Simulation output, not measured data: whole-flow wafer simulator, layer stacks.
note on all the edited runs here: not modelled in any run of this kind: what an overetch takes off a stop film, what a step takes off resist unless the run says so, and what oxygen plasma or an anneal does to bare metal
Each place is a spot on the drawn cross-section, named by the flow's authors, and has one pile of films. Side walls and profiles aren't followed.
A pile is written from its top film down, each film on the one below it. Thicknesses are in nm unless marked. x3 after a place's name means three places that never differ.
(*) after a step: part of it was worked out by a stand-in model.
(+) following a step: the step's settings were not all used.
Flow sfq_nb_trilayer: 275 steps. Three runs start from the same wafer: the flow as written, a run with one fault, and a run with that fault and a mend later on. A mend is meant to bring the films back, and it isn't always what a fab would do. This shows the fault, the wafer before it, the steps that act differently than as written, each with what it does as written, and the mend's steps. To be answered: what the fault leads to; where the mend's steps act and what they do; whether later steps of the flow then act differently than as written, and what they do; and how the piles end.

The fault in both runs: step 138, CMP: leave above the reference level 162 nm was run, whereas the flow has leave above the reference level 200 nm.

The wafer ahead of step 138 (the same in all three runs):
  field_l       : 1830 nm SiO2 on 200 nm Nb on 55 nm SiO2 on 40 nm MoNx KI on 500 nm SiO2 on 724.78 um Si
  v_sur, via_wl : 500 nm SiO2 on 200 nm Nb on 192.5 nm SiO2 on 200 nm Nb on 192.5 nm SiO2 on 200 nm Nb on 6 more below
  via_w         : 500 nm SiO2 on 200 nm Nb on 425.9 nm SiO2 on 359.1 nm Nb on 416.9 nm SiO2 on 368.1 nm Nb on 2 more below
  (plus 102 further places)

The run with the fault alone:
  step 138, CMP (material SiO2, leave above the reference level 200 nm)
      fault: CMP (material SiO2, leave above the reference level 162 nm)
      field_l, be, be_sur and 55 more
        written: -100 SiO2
        fault: -138 SiO2
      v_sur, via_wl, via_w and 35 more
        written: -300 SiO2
        fault: -338 SiO2
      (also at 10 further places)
  Steps further on in the flow that do not act as written (6 other steps are not shown; they differ only slightly, by no more than 2% or 0.5 nm, whichever is larger):
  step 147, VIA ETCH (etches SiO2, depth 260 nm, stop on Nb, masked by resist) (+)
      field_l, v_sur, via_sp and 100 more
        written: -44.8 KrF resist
        fault: -41.9 KrF resist
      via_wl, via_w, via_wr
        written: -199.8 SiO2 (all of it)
        fault: -161.8 SiO2 (all of it)
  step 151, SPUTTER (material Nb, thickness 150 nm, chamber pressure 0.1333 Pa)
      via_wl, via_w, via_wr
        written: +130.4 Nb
        fault: +134.8 Nb
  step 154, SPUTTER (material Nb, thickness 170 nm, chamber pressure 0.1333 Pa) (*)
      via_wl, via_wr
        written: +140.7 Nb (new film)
        fault: +147.3 Nb (new film)
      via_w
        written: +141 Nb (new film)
        fault: +147.6 Nb (new film)
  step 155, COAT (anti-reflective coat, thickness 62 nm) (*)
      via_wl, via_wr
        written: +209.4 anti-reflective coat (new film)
        fault: +172.9 anti-reflective coat (new film)
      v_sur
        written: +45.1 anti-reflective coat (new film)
        fault: +46.8 anti-reflective coat (new film)
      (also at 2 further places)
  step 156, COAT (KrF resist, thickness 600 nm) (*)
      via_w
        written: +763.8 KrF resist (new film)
        fault: +727.7 KrF resist (new film)
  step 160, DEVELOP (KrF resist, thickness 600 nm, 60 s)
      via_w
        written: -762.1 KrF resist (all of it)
        fault: -726.1 KrF resist (all of it)
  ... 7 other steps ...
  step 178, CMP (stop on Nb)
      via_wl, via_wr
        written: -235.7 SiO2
        fault: -278.1 SiO2
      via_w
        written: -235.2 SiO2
        fault: -277.6 SiO2
  By the end, the piles at v_sur, via_wl, via_w and 74 more depart from the flow's by more than 2% or 0.5 nm, whichever is larger.
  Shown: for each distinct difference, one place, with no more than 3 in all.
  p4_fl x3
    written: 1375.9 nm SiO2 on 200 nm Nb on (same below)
    fault: 1337.9 nm SiO2 on 200 nm Nb on (same below)
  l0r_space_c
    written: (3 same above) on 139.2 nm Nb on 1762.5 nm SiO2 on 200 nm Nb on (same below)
    fault: (3 same above) on 139.2 nm Nb on 1724.5 nm SiO2 on 200 nm Nb on (same below)
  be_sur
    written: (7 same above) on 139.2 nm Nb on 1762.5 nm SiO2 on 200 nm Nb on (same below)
    fault: (7 same above) on 139.2 nm Nb on 1724.5 nm SiO2 on 200 nm Nb on (same below)

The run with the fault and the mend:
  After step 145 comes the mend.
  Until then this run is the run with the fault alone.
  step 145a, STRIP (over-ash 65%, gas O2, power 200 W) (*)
      field_l, v_sur, via_sp and 100 more
        -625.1 KrF resist (all of it), -62 anti-reflective coat (all of it)
      via_wl, via_w, via_wr
        -62 anti-reflective coat (all of it)
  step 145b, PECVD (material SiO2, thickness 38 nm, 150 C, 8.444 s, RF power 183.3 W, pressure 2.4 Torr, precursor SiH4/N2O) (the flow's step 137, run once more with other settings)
      field_l, v_sur, via_wl and 103 more
        +38 SiO2
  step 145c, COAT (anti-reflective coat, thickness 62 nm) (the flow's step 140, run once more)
      field_l, v_sur, via_wl and 103 more
        +62 anti-reflective coat (new film)
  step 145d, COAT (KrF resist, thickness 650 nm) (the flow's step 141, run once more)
      field_l, v_sur, via_wl and 103 more
        +650 KrF resist (new film)
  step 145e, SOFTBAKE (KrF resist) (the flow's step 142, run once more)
      leaves every film unchanged at each place that is followed
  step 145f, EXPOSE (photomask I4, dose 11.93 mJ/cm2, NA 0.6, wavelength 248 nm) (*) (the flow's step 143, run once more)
      leaves every film unchanged at each place that is followed
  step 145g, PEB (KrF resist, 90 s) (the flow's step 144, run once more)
      field_l, v_sur, via_wl and 103 more
        -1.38 KrF resist
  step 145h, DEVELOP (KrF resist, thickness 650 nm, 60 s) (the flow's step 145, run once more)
      field_l, v_sur, via_sp and 100 more
        -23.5 KrF resist
      via_wl, via_w, via_wr
        -648.6 KrF resist (all of it)
  Later steps of the flow that are run all act as written at every place that is followed, up to a difference of at most 2% or 0.5 nm, whichever is larger.
  The piles end the same as the flow's at every place that both follow.
